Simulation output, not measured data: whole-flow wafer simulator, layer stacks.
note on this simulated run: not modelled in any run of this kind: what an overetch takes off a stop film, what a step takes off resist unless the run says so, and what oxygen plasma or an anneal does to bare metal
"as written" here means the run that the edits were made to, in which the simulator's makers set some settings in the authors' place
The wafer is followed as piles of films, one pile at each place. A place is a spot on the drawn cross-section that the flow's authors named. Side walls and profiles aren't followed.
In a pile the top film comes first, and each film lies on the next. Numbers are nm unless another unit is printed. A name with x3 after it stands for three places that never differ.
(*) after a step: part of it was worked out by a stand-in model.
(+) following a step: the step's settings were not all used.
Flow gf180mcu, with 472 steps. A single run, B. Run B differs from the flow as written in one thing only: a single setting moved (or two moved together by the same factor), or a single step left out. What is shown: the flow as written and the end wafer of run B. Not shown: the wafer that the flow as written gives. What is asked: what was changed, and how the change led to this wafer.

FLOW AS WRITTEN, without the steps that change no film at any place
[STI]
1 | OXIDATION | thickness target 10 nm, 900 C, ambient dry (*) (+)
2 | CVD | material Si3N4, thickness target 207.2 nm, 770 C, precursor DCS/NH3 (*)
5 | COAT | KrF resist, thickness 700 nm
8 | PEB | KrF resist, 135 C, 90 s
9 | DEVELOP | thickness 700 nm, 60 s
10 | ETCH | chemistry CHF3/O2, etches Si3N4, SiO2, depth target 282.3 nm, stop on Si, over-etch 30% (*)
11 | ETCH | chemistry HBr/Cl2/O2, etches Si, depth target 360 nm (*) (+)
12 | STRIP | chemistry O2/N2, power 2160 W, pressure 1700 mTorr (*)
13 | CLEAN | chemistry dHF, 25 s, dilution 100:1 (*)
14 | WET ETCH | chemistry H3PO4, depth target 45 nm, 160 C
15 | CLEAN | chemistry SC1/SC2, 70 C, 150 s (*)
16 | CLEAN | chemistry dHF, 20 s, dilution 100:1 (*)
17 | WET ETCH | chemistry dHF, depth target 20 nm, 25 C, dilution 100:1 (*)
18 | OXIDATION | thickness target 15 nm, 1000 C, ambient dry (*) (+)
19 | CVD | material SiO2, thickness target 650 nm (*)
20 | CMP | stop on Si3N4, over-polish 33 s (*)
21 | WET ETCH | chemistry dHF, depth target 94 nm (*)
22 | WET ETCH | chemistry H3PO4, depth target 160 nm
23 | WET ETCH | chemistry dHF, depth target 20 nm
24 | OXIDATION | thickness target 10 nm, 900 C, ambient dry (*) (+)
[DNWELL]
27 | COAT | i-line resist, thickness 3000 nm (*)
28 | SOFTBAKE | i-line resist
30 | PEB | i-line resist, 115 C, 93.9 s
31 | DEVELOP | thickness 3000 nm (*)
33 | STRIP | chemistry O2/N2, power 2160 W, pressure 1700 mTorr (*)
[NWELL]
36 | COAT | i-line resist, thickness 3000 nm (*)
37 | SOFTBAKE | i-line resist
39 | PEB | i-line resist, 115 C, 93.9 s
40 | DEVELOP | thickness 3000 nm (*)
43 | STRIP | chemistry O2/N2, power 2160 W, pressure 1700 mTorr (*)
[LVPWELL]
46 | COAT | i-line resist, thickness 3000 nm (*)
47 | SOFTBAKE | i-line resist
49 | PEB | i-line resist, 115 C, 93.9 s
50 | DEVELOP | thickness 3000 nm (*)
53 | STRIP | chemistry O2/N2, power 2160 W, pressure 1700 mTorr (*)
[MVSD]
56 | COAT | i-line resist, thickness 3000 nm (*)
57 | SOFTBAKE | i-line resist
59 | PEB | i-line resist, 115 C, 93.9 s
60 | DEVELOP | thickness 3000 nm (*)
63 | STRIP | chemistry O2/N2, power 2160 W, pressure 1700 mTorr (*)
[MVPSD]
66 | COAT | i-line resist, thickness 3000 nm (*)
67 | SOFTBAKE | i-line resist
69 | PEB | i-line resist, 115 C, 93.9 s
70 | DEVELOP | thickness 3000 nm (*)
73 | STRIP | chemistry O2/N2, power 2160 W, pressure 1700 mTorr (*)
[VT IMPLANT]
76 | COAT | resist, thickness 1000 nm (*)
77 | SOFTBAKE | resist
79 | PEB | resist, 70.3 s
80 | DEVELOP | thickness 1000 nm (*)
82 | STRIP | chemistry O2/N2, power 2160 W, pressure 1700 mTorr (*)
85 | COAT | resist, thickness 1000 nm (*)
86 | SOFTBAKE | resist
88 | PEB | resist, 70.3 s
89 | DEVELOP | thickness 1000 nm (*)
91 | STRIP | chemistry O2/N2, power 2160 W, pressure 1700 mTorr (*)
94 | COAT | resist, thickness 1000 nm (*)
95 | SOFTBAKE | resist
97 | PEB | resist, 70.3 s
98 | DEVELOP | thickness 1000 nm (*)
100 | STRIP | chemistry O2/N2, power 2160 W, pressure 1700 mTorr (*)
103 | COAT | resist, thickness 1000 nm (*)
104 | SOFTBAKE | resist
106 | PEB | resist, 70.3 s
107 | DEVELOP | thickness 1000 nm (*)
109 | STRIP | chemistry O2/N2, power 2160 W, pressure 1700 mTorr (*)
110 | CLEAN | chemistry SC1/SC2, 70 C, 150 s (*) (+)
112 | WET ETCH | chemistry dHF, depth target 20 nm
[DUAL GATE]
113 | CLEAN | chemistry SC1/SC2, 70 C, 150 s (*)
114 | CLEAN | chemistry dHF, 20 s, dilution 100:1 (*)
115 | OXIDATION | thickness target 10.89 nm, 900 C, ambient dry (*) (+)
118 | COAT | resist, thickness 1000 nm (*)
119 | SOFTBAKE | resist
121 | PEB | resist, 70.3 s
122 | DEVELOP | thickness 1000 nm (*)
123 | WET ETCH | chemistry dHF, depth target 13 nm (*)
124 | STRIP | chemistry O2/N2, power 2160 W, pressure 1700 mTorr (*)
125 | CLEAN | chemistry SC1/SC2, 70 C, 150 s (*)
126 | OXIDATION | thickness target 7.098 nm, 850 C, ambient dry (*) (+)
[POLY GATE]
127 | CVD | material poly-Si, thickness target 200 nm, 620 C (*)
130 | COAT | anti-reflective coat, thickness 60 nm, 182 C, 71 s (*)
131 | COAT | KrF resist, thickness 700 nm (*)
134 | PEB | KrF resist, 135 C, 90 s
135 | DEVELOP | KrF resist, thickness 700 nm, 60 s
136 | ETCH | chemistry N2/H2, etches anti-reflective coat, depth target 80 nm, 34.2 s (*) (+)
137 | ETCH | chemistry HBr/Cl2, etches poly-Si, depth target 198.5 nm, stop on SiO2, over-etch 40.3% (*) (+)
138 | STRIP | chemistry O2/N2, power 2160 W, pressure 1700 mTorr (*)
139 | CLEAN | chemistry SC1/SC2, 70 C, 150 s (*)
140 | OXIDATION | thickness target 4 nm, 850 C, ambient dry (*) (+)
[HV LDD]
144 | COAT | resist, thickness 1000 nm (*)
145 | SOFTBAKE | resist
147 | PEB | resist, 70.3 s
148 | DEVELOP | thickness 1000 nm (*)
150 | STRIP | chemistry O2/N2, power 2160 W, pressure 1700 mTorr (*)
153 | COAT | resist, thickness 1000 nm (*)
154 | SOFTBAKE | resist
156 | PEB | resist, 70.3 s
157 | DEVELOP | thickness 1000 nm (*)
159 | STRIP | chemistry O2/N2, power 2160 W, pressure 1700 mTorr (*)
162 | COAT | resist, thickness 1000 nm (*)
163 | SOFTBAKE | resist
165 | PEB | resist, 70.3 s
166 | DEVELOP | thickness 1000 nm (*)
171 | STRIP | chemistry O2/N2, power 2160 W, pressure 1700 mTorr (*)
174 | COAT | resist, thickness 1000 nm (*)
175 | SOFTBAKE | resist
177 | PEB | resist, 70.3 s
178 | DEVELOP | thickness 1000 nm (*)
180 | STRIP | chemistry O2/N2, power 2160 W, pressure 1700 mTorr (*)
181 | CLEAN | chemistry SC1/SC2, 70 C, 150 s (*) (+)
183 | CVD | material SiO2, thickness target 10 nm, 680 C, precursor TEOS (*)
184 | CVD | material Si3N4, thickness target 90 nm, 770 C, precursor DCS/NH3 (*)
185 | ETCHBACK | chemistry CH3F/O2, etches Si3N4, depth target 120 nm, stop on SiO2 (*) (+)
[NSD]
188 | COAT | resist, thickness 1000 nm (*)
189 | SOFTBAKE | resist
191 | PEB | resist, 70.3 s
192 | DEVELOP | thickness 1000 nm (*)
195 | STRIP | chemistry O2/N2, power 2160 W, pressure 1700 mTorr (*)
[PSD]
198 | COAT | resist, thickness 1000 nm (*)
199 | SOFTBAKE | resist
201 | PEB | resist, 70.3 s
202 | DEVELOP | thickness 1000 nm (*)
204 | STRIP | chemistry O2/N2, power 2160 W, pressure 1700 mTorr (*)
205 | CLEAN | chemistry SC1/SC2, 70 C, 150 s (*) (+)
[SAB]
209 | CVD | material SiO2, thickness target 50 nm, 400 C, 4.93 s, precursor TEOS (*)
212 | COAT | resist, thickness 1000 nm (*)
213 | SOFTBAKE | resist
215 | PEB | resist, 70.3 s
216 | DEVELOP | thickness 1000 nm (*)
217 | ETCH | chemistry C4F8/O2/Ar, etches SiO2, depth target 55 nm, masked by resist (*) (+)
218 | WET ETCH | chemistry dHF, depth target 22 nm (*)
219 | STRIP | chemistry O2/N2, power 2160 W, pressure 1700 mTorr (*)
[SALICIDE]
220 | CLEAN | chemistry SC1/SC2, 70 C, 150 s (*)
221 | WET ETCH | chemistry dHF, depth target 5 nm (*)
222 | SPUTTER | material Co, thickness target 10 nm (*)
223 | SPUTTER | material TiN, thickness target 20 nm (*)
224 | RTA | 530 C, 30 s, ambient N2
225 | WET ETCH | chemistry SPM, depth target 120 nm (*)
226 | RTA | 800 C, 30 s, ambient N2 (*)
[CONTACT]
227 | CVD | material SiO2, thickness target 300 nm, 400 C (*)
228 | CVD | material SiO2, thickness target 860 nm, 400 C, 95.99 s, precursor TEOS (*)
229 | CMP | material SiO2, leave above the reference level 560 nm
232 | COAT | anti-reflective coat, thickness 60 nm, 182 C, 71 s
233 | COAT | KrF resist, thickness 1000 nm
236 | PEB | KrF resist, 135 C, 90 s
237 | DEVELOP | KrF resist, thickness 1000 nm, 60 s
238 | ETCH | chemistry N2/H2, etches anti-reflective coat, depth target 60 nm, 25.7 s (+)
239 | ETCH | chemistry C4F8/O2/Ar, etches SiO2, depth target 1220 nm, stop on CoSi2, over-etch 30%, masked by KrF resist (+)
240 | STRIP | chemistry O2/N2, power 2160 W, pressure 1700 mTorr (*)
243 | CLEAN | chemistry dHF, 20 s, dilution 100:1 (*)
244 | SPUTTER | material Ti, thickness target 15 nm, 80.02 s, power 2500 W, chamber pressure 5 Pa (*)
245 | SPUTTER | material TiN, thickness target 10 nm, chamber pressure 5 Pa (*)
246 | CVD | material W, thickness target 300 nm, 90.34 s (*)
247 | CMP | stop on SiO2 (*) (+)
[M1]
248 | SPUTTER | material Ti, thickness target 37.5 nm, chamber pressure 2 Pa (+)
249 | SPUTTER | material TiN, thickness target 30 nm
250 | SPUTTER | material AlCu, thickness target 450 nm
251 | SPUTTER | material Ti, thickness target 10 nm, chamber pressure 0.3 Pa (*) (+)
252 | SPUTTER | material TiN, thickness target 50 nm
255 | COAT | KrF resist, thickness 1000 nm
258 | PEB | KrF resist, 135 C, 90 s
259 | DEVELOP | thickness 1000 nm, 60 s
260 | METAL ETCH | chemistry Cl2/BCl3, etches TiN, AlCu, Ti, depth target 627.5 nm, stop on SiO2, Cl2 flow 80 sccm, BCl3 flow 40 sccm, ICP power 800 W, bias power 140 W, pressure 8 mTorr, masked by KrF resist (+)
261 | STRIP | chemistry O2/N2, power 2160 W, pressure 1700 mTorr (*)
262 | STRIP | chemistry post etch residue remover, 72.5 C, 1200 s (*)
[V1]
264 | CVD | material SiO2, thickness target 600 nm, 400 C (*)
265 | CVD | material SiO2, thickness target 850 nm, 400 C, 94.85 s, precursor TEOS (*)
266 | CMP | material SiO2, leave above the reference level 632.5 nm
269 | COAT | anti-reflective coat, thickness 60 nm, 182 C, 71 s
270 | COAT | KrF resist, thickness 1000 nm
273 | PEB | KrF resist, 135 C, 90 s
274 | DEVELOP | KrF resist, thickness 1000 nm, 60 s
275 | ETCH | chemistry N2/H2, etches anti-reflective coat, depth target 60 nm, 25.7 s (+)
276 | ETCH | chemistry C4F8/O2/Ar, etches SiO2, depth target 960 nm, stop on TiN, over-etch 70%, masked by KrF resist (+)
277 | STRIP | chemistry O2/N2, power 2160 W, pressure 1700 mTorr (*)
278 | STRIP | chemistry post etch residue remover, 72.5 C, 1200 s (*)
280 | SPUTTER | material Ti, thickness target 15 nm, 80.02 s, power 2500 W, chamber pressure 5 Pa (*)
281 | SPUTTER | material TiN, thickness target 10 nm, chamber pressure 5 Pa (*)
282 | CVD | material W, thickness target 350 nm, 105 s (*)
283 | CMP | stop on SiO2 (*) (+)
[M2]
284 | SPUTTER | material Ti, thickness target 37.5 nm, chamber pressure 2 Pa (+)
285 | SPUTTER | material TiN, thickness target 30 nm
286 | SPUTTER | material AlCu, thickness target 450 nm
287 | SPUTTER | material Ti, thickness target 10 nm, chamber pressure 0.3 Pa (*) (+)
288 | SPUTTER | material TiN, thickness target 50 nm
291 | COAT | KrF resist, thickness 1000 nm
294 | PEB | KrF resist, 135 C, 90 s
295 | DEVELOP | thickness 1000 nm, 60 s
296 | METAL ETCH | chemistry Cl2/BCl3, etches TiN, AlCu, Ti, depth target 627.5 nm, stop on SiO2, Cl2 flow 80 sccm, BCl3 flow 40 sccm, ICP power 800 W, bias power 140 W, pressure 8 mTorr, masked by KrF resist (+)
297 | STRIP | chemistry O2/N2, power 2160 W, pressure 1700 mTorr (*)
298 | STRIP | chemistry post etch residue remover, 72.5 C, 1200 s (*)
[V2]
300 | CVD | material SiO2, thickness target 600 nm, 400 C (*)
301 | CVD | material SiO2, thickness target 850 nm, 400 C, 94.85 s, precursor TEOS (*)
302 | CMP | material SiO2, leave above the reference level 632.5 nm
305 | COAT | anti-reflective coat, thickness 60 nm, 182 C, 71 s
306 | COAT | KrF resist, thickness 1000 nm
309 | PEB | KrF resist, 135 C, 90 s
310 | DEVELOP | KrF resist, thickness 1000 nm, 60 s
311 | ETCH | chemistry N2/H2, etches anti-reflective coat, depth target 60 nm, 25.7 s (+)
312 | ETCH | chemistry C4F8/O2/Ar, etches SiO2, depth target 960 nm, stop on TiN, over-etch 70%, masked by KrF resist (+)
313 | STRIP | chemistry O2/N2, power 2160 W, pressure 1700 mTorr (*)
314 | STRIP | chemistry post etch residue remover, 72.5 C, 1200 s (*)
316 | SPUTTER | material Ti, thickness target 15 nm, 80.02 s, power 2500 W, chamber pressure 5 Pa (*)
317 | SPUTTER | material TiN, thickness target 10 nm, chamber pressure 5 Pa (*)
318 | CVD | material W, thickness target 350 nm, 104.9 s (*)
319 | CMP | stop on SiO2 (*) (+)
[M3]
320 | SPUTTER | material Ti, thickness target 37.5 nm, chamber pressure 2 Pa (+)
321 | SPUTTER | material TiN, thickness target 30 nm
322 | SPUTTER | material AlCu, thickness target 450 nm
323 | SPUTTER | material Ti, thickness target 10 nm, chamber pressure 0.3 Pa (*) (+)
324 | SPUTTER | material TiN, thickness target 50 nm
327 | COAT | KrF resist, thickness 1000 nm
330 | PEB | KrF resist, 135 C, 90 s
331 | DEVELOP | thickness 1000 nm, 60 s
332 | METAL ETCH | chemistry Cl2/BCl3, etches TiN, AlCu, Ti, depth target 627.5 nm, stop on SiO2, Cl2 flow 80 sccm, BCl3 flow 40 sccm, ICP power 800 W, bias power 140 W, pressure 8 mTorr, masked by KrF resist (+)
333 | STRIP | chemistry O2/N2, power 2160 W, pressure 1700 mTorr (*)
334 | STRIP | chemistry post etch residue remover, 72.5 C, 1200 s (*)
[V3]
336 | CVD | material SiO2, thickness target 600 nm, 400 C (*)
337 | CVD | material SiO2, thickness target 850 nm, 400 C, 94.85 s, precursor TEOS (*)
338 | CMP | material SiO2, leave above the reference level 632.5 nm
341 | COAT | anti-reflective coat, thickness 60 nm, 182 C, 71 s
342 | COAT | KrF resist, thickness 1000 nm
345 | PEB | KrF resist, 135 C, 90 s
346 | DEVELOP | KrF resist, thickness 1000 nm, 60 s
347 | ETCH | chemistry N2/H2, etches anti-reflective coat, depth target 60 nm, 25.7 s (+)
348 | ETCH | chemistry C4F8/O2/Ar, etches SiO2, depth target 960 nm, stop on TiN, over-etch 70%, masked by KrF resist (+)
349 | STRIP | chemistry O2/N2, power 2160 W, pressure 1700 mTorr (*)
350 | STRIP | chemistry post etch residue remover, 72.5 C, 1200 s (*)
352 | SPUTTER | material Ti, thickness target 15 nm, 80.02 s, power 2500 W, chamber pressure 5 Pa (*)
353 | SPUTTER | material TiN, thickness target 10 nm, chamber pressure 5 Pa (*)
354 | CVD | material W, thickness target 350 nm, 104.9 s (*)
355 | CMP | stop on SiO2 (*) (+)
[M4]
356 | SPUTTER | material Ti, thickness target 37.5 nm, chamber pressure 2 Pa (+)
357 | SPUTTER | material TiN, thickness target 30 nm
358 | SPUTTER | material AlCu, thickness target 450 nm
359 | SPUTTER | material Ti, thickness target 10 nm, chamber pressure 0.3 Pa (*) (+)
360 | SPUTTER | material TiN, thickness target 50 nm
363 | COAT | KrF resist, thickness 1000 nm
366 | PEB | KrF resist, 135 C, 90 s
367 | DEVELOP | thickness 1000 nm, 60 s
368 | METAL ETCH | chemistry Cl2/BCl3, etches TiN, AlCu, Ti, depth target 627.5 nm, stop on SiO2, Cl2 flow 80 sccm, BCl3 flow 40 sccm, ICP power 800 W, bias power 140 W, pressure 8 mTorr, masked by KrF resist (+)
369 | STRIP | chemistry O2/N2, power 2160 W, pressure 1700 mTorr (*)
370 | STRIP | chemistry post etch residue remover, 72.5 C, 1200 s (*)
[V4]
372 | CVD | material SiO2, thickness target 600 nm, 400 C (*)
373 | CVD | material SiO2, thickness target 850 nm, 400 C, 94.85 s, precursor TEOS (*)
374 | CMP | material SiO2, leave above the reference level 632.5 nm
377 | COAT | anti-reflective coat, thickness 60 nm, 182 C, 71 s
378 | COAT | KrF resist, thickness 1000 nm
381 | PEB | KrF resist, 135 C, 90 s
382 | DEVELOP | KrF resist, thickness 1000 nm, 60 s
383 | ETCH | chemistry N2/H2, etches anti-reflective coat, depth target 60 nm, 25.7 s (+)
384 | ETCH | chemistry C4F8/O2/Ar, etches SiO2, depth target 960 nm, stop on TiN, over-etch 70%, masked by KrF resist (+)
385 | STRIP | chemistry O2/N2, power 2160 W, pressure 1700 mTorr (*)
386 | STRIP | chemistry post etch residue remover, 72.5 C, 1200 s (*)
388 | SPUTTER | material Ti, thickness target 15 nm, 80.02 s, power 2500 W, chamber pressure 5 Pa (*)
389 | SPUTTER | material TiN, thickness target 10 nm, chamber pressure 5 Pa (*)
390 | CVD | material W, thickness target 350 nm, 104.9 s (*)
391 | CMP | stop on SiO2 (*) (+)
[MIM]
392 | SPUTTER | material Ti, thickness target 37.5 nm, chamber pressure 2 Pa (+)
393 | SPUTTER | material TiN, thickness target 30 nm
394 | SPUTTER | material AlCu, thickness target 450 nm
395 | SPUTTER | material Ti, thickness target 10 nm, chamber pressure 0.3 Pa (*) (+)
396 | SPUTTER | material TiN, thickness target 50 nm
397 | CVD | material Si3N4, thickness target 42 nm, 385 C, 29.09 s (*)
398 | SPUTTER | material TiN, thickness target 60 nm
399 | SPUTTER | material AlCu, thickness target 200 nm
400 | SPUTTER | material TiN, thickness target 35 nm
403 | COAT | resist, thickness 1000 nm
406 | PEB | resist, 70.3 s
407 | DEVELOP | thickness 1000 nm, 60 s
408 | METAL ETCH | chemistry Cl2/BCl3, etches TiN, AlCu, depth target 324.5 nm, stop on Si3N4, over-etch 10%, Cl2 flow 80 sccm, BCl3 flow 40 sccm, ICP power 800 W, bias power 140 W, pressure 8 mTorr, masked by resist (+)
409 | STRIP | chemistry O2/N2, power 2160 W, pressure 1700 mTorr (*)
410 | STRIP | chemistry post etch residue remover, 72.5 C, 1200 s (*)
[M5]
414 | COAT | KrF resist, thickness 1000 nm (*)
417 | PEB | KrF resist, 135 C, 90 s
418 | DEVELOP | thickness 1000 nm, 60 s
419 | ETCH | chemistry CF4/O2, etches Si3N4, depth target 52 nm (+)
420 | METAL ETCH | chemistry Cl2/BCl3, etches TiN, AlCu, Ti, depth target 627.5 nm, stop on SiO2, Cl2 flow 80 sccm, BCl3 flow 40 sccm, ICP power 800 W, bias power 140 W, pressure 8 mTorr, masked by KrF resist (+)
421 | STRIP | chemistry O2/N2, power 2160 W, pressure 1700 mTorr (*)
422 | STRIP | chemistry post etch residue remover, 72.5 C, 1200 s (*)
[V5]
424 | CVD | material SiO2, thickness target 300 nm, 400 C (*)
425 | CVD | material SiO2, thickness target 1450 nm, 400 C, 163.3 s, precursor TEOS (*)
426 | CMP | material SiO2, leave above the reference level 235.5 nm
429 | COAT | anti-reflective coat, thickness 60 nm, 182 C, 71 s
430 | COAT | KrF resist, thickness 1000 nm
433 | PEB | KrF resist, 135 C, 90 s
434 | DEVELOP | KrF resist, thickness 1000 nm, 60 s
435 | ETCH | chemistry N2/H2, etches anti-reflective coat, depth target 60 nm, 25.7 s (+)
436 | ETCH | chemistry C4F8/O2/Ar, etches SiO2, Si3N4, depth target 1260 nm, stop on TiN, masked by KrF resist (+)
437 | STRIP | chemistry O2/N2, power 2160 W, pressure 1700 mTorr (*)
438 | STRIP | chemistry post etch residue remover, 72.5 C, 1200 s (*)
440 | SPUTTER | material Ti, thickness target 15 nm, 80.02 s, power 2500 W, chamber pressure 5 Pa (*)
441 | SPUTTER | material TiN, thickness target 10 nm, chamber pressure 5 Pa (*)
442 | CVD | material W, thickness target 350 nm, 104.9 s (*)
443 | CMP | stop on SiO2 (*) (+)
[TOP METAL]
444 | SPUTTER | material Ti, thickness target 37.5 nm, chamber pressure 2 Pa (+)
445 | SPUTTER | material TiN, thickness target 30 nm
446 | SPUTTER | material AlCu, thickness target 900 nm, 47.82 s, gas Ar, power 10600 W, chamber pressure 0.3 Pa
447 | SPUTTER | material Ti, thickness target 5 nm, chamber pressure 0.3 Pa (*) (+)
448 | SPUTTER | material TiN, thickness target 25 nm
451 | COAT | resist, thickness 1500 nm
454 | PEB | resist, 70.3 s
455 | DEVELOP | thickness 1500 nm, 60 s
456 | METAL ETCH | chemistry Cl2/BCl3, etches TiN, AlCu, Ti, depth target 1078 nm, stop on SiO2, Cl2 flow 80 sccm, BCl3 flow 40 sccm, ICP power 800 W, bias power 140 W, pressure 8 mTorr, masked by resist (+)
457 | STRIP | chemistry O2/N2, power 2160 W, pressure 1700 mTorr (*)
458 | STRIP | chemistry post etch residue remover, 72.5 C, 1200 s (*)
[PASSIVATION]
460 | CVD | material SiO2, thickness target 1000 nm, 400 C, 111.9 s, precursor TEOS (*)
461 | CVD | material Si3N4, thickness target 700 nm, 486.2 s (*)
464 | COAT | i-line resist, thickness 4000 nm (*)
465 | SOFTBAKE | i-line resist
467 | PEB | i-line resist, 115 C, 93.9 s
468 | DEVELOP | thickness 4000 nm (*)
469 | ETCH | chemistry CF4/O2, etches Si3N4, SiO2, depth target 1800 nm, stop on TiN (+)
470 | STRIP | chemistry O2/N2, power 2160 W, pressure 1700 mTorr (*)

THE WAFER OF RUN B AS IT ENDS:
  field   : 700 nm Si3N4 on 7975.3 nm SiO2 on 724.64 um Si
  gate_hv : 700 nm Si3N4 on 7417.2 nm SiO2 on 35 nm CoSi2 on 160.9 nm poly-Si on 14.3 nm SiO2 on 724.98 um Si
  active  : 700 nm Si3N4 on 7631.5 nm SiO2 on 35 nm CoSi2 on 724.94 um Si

The reason: step 322, SPUTTER: thickness target 198 nm was run, while the flow as written has thickness target 450 nm.

How this came from the change, step by step:
  322 | SPUTTER | material AlCu, thickness target 450 nm
      field, field__w1, field__w2 and 108 more: +198 AlCu (new film) (it would be, as written: +450 AlCu (new film))
  332 | METAL ETCH | chemistry Cl2/BCl3, etches TiN, AlCu, Ti, depth target 627.5 nm, stop on SiO2, Cl2 flow 80 sccm, BCl3 flow 40 sccm, ICP power 800 W, bias power 140 W, pressure 8 mTorr, masked by KrF resist (+)
      field, field__w1, field__w2 and 103 more: -50 TiN (all of it), -10 Ti (all of it), -198 AlCu (all of it), -30 TiN (all of it), -37.5 Ti (all of it) (it would be, as written: -50 TiN (all of it), -10 Ti (all of it), -450 AlCu (all of it), -30 TiN (all of it), -37.5 Ti (all of it))
      field__w8, contact, m1, m1__w1, m1_nw: -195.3 KrF resist (it would be, as written: -251 KrF resist)
  333 | STRIP | chemistry O2/N2, power 2160 W, pressure 1700 mTorr (*)
      field__w8, contact, m1, m1__w1, m1_nw: -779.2 KrF resist (all of it) (it would be, as written: -723.5 KrF resist (all of it))
  338 | CMP | material SiO2, leave above the reference level 632.5 nm
      field, field__w1, field__w2 and 103 more: -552 SiO2 (it would be, as written: -300 SiO2)
